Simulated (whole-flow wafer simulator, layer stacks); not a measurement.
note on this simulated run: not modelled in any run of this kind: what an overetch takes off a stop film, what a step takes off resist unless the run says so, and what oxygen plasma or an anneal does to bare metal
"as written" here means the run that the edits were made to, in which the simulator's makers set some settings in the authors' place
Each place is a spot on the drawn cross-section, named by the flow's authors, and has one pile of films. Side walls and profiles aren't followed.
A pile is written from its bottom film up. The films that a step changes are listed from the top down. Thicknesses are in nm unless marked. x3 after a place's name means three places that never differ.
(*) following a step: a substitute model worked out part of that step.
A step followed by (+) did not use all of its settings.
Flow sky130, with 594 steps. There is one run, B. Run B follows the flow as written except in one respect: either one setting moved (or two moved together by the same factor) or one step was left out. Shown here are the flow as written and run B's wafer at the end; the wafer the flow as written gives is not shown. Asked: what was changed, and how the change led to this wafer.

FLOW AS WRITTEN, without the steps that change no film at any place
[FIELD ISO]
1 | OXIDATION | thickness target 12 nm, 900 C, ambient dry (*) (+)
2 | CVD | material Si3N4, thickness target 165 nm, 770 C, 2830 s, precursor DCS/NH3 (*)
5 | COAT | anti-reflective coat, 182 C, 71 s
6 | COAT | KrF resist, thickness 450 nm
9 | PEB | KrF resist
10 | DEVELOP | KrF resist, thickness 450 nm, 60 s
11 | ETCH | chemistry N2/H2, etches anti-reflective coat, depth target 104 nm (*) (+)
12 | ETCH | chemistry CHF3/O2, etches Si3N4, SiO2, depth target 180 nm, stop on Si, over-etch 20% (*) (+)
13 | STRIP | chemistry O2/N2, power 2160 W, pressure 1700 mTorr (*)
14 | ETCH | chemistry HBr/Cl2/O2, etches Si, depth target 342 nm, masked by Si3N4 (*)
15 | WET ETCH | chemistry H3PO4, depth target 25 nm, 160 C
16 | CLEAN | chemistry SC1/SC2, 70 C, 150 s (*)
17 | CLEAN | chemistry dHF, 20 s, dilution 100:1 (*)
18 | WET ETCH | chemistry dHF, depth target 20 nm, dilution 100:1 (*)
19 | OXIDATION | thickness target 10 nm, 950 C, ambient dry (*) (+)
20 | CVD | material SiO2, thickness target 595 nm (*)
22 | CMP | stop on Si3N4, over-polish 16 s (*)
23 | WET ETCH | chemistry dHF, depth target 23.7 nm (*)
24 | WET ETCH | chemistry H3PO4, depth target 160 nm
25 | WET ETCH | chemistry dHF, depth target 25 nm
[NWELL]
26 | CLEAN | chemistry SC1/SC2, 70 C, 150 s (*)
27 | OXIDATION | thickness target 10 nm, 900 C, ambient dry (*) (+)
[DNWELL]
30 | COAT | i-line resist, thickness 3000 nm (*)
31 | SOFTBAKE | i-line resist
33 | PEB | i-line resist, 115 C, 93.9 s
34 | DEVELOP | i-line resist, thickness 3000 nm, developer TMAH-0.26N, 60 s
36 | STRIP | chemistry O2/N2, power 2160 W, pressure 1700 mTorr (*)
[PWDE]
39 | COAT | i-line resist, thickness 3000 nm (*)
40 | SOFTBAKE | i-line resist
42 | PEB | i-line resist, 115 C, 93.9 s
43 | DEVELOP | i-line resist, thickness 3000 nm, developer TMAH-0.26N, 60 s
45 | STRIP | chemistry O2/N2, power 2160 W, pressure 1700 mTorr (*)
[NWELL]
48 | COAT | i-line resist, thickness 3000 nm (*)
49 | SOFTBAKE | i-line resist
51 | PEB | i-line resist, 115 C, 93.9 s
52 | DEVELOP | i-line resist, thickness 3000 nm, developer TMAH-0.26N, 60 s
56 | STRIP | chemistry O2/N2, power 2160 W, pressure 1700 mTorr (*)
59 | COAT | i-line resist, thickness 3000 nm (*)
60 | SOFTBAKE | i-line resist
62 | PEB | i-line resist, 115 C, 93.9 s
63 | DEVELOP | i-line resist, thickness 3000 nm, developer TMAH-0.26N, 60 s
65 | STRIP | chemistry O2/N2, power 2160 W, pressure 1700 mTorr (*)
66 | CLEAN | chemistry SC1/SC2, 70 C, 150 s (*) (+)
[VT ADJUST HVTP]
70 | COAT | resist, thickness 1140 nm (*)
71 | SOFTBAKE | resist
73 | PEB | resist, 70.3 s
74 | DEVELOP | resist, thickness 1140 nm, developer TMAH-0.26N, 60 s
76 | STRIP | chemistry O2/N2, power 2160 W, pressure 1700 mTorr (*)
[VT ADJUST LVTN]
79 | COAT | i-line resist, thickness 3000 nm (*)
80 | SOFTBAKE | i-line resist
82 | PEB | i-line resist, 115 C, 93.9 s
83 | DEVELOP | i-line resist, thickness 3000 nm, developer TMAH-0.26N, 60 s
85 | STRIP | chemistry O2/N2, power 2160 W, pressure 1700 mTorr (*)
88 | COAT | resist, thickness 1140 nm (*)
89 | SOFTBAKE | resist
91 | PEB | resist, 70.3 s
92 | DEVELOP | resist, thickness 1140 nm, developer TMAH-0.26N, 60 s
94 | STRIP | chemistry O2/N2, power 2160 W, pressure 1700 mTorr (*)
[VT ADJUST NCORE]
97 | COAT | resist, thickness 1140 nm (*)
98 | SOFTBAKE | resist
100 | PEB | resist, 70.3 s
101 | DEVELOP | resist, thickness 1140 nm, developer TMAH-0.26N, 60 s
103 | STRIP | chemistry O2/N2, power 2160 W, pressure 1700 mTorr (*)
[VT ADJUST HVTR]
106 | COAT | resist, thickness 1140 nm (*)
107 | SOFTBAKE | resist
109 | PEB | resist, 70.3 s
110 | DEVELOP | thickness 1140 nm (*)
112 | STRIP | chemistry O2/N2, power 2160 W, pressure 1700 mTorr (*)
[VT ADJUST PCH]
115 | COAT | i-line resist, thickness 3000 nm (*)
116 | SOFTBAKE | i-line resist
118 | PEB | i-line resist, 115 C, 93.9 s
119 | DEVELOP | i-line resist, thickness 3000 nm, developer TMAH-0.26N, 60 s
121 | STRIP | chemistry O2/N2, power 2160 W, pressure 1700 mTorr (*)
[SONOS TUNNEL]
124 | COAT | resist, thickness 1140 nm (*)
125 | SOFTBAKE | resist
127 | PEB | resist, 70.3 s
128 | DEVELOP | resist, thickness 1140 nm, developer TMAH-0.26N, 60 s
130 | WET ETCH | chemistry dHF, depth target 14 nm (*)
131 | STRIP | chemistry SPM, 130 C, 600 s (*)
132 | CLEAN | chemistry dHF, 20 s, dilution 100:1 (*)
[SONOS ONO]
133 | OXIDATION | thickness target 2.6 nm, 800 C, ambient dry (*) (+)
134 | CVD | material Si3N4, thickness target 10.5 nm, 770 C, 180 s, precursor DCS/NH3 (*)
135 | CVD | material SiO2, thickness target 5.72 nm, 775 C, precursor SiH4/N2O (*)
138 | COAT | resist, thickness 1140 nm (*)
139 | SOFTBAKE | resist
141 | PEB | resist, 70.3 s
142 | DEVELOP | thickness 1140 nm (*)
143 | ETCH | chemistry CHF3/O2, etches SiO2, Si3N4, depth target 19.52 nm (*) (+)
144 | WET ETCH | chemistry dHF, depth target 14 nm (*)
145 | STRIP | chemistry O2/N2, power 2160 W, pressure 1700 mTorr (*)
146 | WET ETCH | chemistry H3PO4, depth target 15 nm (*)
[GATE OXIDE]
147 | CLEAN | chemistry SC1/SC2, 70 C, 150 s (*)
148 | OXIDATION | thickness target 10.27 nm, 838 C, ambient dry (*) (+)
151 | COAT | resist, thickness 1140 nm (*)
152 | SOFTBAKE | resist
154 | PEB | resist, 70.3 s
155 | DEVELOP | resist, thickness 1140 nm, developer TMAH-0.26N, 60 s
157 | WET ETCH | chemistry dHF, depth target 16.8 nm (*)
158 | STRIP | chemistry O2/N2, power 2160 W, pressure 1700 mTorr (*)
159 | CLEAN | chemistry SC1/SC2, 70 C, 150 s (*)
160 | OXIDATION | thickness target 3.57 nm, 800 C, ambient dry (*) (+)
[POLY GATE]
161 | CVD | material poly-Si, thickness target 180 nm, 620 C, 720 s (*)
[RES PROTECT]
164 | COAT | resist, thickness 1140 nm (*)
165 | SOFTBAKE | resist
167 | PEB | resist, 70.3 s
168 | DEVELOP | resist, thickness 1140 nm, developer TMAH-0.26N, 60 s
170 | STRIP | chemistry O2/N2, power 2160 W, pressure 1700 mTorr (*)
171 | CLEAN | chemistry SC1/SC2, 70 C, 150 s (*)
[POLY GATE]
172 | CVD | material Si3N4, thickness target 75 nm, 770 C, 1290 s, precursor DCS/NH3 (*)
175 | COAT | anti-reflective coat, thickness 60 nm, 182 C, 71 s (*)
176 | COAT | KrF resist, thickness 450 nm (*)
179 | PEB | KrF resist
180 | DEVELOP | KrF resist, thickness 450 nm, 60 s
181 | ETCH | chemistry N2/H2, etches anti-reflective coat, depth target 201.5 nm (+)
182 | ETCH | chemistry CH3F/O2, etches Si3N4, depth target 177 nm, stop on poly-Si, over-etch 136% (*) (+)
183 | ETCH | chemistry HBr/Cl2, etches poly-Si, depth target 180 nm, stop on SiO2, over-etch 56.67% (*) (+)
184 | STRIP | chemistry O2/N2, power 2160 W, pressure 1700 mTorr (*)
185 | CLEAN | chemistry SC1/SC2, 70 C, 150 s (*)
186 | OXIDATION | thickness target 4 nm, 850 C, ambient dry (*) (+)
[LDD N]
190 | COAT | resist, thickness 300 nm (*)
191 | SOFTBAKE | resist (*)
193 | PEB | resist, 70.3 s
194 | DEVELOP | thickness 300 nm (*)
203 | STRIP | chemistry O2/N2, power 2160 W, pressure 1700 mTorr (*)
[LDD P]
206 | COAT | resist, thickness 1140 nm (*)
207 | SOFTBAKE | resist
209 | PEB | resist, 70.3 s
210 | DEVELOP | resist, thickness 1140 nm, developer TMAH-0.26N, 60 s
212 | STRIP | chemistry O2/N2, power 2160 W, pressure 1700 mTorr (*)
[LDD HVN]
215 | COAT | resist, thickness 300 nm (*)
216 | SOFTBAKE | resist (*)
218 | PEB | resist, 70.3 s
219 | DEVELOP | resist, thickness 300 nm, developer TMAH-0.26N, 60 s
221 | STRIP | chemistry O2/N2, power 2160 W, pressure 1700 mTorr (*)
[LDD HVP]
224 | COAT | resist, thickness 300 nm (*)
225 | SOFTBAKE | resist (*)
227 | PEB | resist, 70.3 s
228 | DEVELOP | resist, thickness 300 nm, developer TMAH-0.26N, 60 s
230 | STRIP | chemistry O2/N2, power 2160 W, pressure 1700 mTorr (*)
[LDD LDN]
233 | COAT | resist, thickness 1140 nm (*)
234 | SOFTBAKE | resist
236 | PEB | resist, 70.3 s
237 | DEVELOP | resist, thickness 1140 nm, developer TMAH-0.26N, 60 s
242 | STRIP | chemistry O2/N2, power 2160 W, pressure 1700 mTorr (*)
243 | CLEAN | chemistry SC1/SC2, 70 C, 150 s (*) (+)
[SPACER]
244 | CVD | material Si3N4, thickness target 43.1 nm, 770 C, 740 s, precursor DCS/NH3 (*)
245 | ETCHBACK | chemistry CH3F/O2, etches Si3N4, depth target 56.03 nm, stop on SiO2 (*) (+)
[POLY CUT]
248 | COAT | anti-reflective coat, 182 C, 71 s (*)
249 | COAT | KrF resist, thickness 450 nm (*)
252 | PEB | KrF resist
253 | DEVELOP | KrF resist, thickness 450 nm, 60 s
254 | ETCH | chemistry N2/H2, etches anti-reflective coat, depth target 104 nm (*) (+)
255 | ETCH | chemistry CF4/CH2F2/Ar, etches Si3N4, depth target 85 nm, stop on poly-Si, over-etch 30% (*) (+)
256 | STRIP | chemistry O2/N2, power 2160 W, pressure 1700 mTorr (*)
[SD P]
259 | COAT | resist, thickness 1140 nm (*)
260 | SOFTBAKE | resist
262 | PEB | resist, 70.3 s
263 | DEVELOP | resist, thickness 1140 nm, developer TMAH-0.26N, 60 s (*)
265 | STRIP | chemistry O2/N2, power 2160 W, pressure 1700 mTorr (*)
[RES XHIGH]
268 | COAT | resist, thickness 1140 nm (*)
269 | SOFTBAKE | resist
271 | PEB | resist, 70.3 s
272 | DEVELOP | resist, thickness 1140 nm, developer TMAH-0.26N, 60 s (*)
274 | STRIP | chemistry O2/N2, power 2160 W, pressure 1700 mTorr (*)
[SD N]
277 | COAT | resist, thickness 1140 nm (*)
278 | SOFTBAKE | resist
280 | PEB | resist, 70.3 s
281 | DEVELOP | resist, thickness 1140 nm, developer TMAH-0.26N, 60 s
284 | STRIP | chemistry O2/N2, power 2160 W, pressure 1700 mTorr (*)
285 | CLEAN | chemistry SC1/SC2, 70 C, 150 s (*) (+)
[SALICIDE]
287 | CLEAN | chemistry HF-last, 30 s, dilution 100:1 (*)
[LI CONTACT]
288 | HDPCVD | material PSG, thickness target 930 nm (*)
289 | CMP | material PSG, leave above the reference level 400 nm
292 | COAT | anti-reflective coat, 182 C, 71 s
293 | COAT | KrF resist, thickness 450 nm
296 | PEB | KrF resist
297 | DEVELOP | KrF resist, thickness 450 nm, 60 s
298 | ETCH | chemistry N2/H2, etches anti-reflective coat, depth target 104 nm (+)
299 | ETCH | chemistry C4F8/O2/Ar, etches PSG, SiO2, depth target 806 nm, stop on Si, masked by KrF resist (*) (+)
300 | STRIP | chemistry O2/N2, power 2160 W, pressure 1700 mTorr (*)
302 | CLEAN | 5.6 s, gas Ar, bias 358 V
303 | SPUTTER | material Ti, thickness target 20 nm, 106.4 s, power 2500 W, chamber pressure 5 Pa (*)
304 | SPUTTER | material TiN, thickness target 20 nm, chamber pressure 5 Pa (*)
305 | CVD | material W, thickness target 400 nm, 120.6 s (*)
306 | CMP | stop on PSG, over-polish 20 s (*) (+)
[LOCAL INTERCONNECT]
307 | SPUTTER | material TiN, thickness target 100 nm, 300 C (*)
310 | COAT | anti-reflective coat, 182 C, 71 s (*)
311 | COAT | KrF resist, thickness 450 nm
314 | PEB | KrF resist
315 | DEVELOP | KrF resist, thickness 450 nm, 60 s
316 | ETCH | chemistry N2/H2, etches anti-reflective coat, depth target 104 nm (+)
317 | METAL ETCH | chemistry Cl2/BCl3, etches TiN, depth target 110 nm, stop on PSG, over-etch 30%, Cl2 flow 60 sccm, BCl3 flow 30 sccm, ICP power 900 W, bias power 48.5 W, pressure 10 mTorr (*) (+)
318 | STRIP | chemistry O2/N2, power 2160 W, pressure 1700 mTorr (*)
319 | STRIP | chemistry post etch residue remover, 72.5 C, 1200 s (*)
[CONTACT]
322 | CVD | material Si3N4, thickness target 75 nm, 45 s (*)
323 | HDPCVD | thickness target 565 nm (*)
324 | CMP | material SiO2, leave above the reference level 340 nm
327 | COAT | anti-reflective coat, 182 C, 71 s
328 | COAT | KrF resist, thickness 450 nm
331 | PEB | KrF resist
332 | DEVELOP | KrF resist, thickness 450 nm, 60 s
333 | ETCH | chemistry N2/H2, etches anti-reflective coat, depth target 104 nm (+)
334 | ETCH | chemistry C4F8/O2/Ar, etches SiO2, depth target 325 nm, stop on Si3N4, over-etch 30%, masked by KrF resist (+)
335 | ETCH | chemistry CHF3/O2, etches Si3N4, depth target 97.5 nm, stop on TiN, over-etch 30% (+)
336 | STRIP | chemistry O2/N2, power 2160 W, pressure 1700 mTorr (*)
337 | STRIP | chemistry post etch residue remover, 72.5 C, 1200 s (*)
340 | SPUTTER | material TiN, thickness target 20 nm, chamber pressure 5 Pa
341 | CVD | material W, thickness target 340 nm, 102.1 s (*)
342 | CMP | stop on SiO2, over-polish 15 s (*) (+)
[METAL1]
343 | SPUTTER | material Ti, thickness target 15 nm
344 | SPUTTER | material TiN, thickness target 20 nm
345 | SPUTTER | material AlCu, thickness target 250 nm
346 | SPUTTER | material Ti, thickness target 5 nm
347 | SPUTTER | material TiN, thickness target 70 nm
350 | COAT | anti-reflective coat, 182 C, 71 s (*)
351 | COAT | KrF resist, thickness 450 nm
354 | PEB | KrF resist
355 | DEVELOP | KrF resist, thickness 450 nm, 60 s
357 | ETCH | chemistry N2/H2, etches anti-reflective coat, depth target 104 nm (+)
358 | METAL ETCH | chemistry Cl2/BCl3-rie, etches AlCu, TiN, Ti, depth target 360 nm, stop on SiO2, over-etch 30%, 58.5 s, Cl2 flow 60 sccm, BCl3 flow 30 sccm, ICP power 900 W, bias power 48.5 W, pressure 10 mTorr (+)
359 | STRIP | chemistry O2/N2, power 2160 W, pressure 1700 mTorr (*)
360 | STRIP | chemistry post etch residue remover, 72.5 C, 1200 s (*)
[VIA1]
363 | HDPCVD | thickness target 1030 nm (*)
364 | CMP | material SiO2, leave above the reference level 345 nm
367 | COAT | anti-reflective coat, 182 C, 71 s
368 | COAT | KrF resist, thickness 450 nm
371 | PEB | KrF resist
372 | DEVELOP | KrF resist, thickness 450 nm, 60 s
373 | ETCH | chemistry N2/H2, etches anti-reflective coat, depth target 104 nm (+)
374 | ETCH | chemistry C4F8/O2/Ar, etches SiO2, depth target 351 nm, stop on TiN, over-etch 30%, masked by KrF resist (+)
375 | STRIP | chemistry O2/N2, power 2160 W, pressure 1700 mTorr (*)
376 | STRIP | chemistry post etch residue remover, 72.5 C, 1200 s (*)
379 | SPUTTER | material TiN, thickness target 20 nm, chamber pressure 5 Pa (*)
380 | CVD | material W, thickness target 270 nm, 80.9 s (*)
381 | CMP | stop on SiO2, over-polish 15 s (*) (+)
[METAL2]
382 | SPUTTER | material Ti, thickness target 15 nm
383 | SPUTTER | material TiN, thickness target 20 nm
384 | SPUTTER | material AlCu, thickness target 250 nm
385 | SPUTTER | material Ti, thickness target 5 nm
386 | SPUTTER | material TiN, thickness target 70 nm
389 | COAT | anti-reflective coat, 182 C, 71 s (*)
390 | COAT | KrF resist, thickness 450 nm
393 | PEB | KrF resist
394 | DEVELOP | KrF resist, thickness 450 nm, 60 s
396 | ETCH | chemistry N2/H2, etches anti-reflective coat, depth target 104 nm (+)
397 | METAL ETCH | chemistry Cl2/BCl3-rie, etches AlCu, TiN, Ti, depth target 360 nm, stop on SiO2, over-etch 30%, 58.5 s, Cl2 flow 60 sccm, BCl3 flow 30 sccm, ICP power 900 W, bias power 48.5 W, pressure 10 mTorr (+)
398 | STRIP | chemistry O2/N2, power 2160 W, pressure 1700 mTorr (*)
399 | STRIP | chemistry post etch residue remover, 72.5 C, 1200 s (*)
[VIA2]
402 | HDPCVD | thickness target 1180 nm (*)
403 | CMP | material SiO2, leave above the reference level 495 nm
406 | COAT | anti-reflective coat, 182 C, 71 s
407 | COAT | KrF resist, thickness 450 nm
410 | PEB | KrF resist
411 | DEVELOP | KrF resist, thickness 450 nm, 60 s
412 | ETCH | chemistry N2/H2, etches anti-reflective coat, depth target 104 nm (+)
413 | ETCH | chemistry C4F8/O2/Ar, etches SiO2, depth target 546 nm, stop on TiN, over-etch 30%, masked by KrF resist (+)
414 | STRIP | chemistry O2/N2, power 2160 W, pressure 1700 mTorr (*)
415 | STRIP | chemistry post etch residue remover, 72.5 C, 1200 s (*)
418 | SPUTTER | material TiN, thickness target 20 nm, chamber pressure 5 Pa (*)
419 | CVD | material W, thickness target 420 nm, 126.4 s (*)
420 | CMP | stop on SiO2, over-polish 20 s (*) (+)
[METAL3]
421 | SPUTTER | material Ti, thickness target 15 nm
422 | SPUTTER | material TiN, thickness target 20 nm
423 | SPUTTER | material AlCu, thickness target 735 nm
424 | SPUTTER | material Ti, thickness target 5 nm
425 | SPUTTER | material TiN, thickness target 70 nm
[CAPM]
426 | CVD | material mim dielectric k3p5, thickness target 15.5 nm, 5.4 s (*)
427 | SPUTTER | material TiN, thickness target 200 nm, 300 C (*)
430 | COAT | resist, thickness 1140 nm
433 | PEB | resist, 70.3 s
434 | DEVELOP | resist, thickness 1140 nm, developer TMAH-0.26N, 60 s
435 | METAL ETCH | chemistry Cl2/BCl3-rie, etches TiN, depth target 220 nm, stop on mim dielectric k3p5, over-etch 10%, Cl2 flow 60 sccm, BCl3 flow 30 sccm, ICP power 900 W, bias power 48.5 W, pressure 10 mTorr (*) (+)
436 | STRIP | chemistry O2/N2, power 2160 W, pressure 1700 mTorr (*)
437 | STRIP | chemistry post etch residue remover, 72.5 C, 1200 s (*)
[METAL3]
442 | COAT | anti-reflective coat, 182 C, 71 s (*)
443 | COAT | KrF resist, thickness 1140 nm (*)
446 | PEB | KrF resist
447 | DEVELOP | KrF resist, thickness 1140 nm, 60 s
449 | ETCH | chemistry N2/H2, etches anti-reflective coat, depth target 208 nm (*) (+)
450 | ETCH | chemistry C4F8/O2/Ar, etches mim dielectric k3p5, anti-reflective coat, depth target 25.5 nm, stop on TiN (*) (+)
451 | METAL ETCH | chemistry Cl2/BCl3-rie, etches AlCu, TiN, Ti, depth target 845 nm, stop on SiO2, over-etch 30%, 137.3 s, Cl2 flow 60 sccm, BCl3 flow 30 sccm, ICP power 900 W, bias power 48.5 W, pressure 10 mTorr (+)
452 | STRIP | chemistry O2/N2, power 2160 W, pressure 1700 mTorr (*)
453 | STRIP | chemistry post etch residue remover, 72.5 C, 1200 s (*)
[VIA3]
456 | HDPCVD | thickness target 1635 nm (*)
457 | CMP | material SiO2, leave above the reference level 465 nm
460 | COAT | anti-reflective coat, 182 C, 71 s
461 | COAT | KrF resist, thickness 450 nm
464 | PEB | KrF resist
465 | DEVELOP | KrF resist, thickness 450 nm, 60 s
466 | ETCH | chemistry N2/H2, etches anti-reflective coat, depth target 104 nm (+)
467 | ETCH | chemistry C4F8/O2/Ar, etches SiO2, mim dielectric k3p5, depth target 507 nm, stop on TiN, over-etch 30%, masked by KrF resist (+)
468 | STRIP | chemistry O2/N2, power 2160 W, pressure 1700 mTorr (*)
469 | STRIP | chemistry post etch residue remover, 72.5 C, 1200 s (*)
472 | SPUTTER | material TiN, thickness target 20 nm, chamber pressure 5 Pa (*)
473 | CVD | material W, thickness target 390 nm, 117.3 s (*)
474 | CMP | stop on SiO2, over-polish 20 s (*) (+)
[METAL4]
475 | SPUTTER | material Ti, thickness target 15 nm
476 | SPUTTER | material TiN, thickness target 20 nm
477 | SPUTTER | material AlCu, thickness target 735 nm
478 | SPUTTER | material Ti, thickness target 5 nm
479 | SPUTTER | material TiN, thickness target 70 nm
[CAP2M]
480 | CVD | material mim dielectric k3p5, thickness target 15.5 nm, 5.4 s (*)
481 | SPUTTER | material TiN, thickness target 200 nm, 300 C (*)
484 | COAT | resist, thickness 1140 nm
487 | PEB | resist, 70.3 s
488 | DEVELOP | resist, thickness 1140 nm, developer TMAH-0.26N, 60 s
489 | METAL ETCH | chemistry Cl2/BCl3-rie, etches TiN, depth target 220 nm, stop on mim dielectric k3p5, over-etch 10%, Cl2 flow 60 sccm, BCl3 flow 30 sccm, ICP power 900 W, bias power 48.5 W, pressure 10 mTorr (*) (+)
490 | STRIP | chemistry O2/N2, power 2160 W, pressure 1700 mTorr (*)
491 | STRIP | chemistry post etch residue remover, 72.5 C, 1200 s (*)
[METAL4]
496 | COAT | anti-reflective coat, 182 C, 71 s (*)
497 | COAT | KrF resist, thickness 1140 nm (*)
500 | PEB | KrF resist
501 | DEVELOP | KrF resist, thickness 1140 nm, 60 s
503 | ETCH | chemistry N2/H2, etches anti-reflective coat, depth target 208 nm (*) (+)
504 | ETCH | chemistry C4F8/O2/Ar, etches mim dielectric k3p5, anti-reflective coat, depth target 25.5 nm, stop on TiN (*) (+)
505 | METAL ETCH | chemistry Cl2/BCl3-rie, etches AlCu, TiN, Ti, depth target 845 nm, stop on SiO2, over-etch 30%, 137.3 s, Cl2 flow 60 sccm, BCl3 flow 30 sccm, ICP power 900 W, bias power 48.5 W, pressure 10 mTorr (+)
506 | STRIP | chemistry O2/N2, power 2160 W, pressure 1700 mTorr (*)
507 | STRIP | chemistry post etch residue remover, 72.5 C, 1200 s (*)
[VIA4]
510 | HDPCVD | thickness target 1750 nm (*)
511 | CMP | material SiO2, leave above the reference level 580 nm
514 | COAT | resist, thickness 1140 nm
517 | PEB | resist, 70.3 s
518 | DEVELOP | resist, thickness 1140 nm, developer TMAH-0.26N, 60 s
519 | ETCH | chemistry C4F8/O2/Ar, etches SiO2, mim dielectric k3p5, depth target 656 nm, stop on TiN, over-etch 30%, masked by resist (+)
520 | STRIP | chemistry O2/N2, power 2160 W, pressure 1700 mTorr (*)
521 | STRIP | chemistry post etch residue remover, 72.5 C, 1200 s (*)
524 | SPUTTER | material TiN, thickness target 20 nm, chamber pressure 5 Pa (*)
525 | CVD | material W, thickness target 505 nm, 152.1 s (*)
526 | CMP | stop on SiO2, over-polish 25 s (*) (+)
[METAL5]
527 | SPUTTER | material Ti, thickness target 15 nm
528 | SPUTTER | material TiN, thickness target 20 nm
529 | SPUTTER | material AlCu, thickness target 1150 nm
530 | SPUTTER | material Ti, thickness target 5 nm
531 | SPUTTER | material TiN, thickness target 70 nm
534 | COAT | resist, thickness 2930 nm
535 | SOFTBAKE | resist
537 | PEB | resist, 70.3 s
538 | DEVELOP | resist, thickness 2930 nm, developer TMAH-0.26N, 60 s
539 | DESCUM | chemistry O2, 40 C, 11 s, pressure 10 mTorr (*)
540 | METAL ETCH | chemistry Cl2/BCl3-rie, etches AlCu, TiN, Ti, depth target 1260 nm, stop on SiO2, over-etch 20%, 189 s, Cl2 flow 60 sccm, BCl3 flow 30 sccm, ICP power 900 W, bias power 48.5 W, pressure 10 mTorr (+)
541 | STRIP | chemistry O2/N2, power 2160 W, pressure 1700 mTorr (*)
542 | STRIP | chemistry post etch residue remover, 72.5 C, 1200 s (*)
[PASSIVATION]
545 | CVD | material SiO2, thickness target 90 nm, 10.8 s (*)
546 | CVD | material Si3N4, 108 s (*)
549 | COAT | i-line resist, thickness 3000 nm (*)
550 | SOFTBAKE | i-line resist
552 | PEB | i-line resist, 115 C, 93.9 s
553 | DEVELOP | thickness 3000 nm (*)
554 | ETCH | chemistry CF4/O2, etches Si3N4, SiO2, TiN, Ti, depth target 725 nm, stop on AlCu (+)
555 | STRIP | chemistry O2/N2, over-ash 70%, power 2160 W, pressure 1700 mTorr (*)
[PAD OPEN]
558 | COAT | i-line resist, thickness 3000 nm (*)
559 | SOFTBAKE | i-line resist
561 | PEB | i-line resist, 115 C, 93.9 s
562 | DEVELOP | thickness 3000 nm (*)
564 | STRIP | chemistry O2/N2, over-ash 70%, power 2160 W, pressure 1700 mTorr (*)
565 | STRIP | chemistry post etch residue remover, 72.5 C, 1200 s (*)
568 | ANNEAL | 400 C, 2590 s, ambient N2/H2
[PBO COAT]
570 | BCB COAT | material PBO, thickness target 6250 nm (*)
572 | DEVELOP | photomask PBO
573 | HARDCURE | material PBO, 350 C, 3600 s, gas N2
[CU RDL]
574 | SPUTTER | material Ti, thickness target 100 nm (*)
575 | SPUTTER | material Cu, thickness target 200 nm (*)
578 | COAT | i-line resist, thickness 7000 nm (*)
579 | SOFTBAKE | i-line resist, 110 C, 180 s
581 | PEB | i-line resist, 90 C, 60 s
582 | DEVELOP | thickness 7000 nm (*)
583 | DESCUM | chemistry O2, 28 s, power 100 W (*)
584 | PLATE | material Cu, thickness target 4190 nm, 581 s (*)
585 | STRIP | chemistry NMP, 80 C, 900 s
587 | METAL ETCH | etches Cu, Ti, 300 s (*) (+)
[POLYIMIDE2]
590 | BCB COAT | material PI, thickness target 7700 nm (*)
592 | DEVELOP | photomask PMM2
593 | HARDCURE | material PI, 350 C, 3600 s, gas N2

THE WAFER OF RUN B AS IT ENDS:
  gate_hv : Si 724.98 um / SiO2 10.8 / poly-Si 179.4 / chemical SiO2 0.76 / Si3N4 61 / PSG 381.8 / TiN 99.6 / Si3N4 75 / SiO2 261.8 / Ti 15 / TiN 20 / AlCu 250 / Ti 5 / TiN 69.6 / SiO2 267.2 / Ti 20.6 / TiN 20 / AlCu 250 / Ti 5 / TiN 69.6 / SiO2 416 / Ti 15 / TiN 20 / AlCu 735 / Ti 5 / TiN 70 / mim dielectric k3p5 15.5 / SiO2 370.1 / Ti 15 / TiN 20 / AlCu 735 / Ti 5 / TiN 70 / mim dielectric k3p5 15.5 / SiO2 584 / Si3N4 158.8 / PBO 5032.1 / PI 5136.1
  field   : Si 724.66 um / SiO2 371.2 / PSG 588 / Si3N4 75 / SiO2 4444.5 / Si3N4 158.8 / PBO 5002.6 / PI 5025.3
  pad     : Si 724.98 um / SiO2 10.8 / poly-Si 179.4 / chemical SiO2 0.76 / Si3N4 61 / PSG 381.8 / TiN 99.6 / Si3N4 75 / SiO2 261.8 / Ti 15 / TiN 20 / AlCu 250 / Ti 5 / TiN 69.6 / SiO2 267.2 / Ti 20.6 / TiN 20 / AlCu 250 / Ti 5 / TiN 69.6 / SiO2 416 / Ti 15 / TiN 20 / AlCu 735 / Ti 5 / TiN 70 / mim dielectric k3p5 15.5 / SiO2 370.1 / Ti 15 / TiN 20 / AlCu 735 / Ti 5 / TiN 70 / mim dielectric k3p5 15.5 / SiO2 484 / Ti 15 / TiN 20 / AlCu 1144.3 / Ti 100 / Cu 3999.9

The reason: step 382, SPUTTER: thickness target 20.6 nm was run, whereas the flow has thickness target 15 nm.
The wafer itself shows it: gate_hv has Ti 20.6, and step 382 as written asks for 15 nm.

The path from the change to this, step by step:
  382 | SPUTTER | material Ti, thickness target 15 nm
      field, active, n_well and 188 more: +20.6 Ti (new film) (it would be, as written: +15 Ti (new film))
  397 | METAL ETCH | chemistry Cl2/BCl3-rie, etches AlCu, TiN, Ti, depth target 360 nm, stop on SiO2, over-etch 30%, 58.5 s, Cl2 flow 60 sccm, BCl3 flow 30 sccm, ICP power 900 W, bias power 48.5 W, pressure 10 mTorr (+)
      field, active, gate and 82 more: -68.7 TiN (all of it), -5 Ti (all of it), -250 AlCu (all of it), -20 TiN (all of it), -20.6 Ti (all of it), -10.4 SiO2 (it would be, as written: -68.7 TiN (all of it), -5 Ti (all of it), -250 AlCu (all of it), -20 TiN (all of it), -15 Ti (all of it), -10.9 SiO2)
